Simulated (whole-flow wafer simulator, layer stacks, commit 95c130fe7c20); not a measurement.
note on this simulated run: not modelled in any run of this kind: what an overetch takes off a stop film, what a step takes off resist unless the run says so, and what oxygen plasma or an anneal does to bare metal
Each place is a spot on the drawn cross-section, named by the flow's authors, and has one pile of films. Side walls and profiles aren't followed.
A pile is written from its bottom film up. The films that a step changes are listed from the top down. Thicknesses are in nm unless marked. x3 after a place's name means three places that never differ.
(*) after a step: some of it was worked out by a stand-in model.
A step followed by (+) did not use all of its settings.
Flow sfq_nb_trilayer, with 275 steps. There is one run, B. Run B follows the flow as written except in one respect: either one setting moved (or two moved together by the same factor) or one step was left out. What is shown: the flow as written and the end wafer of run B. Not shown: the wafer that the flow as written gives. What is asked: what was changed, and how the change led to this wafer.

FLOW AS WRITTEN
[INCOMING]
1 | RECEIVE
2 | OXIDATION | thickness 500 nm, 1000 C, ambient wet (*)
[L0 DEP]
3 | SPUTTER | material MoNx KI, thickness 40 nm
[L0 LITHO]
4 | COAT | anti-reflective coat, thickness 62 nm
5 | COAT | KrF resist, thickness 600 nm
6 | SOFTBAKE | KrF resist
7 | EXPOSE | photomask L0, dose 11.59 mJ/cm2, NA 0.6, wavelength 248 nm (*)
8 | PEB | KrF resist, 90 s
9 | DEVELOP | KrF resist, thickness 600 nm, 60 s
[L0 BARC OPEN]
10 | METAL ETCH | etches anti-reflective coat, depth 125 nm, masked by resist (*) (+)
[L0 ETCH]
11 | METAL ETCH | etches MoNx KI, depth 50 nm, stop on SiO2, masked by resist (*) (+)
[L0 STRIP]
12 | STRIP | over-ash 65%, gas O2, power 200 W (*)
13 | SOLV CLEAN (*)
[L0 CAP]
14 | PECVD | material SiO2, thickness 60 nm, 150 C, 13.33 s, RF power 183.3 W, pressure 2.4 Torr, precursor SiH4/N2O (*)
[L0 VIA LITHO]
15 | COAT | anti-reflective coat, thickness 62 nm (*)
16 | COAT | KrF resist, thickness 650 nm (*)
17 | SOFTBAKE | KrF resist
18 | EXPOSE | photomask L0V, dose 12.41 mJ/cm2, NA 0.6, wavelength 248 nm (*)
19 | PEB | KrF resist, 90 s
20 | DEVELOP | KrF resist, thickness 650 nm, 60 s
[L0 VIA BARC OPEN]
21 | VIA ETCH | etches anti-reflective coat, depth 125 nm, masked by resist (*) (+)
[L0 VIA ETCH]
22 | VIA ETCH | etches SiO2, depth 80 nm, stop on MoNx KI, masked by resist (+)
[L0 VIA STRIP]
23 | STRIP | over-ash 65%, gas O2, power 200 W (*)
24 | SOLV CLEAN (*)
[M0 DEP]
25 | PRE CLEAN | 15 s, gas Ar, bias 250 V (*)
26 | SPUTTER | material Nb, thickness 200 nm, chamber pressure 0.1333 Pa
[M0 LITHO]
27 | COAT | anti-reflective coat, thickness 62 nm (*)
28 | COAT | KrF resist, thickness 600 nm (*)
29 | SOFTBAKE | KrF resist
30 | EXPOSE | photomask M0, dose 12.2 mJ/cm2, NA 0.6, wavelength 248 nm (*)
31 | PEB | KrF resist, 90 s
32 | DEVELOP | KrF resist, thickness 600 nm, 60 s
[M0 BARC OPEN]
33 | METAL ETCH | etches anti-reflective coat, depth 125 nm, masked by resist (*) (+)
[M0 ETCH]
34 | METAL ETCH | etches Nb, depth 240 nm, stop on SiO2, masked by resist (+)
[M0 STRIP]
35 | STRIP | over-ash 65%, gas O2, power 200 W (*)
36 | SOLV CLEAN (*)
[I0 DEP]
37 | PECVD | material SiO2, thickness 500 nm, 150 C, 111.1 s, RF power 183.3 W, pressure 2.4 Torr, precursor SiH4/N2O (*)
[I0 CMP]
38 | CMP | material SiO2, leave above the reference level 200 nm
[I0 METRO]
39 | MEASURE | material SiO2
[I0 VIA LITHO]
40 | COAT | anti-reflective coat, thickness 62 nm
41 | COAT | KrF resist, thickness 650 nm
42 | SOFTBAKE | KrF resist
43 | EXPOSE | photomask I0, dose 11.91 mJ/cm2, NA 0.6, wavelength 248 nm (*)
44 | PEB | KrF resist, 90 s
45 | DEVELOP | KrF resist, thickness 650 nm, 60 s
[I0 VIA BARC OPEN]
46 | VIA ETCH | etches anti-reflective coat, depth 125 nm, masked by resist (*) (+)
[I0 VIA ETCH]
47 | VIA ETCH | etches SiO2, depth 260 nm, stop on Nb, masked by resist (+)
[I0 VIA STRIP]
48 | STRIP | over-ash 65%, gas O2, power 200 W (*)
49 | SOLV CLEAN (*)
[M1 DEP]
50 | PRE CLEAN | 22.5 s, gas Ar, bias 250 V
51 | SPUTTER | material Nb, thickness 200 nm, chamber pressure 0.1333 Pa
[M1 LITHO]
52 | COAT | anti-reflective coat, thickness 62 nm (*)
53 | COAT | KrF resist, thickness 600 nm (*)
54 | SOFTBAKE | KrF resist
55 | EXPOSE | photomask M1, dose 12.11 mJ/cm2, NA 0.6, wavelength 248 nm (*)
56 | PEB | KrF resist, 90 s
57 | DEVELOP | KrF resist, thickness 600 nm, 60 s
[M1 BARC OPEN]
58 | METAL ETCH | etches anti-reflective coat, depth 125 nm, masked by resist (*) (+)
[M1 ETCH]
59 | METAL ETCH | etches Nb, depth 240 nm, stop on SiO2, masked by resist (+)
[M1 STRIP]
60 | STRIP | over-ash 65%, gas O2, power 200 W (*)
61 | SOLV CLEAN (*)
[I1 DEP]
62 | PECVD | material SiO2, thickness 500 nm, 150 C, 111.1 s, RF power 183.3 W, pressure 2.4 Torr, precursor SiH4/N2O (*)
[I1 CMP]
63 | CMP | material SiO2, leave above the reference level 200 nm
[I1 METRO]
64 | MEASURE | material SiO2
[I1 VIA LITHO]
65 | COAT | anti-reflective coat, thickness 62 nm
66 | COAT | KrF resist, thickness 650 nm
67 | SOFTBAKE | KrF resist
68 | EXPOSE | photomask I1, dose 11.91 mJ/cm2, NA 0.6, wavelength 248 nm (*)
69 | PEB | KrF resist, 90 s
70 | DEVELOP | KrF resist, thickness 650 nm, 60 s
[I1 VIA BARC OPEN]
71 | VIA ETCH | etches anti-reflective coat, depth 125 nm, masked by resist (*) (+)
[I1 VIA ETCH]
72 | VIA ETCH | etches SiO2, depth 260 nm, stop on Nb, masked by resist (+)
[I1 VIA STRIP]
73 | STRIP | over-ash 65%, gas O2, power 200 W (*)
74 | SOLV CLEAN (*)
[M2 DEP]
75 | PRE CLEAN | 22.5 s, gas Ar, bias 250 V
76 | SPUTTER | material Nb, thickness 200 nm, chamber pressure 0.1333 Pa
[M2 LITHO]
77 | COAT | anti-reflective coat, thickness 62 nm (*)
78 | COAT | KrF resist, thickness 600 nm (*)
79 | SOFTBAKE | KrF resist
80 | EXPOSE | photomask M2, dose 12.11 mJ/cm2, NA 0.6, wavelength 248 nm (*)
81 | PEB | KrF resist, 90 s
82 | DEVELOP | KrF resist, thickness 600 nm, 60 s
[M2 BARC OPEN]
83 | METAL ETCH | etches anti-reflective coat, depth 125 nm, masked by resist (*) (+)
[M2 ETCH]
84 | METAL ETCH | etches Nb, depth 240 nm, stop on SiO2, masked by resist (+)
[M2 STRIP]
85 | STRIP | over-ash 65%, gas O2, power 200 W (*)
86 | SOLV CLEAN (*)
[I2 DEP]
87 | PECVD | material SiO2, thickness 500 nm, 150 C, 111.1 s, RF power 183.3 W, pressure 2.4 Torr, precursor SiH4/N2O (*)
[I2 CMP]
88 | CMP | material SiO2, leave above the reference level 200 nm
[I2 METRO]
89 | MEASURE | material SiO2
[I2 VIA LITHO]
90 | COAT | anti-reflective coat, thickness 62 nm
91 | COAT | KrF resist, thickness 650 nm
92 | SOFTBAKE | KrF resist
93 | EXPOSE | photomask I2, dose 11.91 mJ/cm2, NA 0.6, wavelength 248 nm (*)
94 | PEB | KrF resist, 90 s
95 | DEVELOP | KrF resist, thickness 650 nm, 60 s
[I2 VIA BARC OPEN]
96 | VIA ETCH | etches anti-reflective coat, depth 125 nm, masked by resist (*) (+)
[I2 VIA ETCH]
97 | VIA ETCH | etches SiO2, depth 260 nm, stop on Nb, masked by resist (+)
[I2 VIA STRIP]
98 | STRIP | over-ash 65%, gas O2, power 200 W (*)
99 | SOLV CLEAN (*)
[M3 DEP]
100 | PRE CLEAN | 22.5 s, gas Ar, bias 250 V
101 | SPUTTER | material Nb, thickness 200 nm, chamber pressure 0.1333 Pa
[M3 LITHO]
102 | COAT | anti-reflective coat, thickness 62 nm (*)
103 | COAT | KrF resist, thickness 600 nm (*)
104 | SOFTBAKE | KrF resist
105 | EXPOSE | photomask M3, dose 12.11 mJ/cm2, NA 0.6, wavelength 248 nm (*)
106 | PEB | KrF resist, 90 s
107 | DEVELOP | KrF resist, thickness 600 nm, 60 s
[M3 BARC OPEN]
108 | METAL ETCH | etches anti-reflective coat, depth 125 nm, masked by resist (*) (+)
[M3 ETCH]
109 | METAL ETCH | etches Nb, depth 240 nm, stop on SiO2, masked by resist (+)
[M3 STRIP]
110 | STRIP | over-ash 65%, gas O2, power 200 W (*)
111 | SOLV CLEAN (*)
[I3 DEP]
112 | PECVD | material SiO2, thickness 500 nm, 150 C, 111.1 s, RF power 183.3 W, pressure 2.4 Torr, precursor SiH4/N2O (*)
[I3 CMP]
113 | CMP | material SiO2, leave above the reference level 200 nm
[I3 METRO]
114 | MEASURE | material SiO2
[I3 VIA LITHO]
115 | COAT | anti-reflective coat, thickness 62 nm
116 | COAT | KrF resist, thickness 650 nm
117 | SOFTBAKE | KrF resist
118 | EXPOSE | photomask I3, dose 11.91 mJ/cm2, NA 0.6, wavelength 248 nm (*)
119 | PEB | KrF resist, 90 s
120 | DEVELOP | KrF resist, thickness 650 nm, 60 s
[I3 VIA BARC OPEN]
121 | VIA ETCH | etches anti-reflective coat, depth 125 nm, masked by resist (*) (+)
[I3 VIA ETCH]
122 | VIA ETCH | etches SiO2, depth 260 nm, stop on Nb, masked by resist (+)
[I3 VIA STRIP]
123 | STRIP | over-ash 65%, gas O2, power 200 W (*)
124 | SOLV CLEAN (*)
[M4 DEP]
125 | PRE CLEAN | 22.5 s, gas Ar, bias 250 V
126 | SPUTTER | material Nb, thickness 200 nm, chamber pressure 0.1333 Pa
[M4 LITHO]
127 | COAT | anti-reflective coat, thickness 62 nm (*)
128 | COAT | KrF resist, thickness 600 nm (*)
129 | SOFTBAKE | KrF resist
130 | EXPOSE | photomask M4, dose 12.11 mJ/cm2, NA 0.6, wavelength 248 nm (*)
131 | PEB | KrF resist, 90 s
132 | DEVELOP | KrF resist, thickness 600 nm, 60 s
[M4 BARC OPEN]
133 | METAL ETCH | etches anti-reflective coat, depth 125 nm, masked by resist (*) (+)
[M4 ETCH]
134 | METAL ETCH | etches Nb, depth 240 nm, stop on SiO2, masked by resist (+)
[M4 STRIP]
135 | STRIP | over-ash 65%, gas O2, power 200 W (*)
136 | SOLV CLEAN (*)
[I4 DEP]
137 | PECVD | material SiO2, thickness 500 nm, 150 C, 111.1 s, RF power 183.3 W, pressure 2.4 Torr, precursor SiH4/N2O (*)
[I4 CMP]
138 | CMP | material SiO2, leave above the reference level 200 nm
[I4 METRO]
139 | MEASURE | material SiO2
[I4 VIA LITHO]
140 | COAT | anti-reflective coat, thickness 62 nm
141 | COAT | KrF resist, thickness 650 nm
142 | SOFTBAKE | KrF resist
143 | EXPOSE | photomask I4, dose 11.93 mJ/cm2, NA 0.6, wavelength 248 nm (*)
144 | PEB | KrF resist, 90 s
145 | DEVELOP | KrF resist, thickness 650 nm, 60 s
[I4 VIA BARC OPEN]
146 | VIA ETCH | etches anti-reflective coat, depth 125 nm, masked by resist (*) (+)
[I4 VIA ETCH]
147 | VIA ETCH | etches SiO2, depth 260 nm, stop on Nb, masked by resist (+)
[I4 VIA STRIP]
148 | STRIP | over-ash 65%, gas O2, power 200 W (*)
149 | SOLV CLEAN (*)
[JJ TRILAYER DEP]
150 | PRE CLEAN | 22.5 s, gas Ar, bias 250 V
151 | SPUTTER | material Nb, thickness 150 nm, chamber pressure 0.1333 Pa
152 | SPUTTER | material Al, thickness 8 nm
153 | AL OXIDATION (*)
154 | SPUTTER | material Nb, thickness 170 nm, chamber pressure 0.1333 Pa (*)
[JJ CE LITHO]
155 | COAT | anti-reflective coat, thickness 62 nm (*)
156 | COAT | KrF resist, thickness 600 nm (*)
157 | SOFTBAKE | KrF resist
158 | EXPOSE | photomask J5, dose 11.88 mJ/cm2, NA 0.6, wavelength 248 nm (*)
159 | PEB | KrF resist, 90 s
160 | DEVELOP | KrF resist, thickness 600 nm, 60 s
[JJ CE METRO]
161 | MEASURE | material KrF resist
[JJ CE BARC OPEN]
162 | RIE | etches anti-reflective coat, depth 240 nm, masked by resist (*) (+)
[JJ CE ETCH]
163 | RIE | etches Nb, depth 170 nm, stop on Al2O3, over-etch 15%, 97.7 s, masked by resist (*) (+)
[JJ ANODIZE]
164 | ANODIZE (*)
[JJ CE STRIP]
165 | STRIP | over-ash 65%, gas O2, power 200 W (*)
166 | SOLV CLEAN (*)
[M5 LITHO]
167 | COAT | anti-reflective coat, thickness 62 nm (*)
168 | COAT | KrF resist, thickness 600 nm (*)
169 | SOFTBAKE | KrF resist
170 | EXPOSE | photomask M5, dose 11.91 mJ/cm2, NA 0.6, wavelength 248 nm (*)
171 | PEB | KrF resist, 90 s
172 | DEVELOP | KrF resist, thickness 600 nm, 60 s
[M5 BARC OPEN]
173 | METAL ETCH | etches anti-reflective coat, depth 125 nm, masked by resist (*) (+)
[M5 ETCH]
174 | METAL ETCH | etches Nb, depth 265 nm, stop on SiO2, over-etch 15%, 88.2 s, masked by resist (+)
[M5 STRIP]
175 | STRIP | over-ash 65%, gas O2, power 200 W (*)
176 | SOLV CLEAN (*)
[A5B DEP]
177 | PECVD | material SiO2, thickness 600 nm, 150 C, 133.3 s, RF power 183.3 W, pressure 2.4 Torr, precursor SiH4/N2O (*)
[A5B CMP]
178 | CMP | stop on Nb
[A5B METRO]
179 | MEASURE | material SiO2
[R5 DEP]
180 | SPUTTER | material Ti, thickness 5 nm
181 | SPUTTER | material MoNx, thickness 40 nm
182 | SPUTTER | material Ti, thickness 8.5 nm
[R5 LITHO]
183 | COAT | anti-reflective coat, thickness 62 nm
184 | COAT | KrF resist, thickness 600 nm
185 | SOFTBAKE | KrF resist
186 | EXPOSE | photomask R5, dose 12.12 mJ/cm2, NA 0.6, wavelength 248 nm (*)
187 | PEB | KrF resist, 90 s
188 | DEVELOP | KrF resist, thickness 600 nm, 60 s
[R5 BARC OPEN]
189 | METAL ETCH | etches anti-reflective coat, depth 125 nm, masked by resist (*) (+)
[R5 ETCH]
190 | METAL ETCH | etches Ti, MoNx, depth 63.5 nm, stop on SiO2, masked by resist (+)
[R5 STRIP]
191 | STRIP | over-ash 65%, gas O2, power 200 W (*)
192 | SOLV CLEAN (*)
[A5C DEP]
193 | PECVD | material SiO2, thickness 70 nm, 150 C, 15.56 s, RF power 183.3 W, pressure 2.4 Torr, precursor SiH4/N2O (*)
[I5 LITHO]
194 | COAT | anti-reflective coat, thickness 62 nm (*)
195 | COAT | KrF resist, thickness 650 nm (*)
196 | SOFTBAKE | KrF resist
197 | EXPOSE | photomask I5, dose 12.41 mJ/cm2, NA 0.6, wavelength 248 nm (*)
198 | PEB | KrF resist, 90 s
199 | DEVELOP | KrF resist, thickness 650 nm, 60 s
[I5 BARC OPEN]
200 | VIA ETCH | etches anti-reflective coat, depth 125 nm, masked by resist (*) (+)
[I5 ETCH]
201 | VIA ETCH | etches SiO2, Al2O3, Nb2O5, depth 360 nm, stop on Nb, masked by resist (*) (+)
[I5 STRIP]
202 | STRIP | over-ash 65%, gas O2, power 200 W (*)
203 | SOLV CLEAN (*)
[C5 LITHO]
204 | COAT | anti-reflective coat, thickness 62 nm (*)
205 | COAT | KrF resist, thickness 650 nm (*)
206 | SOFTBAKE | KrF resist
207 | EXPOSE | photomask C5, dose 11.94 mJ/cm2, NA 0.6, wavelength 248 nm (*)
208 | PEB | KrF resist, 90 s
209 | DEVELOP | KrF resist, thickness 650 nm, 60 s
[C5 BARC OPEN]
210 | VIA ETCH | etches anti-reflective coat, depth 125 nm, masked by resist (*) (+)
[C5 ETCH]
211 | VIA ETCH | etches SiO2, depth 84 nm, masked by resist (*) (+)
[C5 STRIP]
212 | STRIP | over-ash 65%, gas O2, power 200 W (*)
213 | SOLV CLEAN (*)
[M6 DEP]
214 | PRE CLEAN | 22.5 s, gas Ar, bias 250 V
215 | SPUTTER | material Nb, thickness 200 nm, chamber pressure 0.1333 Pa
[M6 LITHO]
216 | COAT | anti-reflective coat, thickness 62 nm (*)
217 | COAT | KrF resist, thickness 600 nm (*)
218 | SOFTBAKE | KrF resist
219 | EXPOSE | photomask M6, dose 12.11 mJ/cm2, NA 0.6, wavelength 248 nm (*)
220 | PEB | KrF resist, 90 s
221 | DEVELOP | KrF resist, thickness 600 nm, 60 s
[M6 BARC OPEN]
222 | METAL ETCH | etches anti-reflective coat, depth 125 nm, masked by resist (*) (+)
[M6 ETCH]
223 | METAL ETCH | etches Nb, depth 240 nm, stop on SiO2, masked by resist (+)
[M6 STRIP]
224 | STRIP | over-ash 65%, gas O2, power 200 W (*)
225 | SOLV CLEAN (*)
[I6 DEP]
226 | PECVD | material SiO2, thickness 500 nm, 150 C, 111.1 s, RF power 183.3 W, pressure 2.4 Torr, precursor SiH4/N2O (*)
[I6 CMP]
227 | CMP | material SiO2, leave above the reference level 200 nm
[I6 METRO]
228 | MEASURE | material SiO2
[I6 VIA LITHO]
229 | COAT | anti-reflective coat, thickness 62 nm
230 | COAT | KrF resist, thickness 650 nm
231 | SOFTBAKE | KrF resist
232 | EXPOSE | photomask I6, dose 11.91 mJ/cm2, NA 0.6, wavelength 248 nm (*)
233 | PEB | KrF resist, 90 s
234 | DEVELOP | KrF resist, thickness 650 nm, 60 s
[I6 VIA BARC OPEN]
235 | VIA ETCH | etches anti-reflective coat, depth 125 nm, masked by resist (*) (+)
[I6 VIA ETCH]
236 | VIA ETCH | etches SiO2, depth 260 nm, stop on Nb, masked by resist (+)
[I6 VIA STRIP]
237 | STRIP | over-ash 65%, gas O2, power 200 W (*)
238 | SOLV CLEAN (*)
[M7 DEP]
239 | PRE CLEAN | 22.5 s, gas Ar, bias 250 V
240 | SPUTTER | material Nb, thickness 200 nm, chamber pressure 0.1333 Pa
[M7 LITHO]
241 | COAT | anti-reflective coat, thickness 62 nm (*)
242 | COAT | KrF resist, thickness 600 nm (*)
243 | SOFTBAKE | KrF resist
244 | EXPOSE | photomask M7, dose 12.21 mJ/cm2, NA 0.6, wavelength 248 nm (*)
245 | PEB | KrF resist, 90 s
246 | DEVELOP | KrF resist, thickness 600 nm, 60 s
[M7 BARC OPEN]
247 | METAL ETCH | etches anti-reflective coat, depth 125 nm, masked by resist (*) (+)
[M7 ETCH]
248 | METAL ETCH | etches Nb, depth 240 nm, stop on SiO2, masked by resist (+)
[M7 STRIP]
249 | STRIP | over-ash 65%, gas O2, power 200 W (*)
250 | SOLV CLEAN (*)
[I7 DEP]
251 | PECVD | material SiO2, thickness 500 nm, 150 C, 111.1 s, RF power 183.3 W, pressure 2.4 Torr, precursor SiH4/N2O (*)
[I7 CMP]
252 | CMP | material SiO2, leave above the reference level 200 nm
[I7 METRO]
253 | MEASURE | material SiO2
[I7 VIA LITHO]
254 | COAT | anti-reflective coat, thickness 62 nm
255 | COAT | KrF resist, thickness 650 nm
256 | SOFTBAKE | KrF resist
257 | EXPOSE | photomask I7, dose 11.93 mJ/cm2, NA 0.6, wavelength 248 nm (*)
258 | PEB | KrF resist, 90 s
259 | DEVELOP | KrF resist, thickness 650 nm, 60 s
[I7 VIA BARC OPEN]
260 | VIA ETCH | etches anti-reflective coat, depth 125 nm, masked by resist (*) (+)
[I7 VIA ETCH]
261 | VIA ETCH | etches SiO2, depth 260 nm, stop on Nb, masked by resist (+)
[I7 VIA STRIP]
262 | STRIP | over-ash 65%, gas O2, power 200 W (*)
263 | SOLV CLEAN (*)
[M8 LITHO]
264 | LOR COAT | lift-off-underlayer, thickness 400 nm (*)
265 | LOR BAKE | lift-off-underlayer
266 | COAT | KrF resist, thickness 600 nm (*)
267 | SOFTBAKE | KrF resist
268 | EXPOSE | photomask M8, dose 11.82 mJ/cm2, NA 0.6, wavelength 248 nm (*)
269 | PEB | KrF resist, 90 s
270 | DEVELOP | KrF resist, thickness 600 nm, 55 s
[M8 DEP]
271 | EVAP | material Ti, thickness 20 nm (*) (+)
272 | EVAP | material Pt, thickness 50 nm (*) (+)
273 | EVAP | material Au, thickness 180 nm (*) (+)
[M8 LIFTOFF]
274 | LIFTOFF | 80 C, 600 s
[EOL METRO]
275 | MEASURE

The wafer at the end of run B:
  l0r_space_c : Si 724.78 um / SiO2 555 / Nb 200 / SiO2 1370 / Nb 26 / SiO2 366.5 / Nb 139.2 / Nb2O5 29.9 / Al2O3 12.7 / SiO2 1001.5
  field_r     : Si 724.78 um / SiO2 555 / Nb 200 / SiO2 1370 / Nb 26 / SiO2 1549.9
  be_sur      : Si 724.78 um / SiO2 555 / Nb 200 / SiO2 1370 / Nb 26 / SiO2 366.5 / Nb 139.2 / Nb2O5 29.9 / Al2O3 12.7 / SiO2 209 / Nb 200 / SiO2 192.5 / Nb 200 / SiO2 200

What caused this: step 134, METAL ETCH: depth 174 nm was run, while the flow as written has depth 240 nm.

The path from the change to this, step by step:
  134 | METAL ETCH | etches Nb, depth 240 nm, stop on SiO2, masked by resist (+)
      field_l, be, be_sur and 64 more: Nb loses 174 (as written it would have been: Nb loses 200 (all of it))
      v_sur, via_wl, via_w and 36 more: KrF resist loses 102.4 (as written it would have been: KrF resist loses 141.2)
  135 | STRIP | over-ash 65%, gas O2, power 200 W (*)
      p4_fl, p4_fm, p4_w1 and 26 more: KrF resist loses 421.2 (all of it), anti-reflective coat loses 62 (all of it) (as written it would have been: KrF resist loses 382.4 (all of it), anti-reflective coat loses 62 (all of it))
      lsp_m, ln_m6: KrF resist loses 420.8 (all of it), anti-reflective coat loses 61.8 (all of it) (as written it would have been: KrF resist loses 381.9 (all of it), anti-reflective coat loses 61.8 (all of it))
      (and at 8 other places as well)
  137 | PECVD | material SiO2, thickness 500 nm, 150 C, 111.1 s, RF power 183.3 W, pressure 2.4 Torr, precursor SiH4/N2O (*)
      field_l, be, be_sur and 55 more: SiO2 gains 500 (new film) (as written it would have been: SiO2 gains 500)
      p3_s0, p3_s1, p3_s2, p3_s3, p3_s4, p3_s5: SiO2 gains 531.1 (new film) (as written it would have been: SiO2 gains 557.1)
      (and at 3 other places as well)
  138 | CMP | material SiO2, leave above the reference level 200 nm
      field_l, be, be_sur and 55 more: SiO2 loses 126 (as written it would have been: SiO2 loses 100)
      lsp_r, l0_sur, l0v: SiO2 loses 119 (as written it would have been: SiO2 loses 91.9)
If metal films that touch count as one body, l0r_space_c has 3 bodies (between them, from the top down: SiO2 366.5; SiO2 1370); the flow as written gives 2 bodies (between them, from the top down: SiO2 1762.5).
If metal films that touch count as one body, field_r has 2 bodies (between them, from the top down: SiO2 1370); the flow as written gives 1 body.
If metal films that touch count as one body, be_sur has 5 bodies (between them, from the top down: SiO2 192.5; SiO2 209 / Al2O3 12.7 / Nb2O5 29.9; SiO2 366.5; SiO2 1370); the flow as written gives 4 bodies (between them, from the top down: SiO2 192.5; SiO2 209 / Al2O3 12.7 / Nb2O5 29.9; SiO2 1762.5).
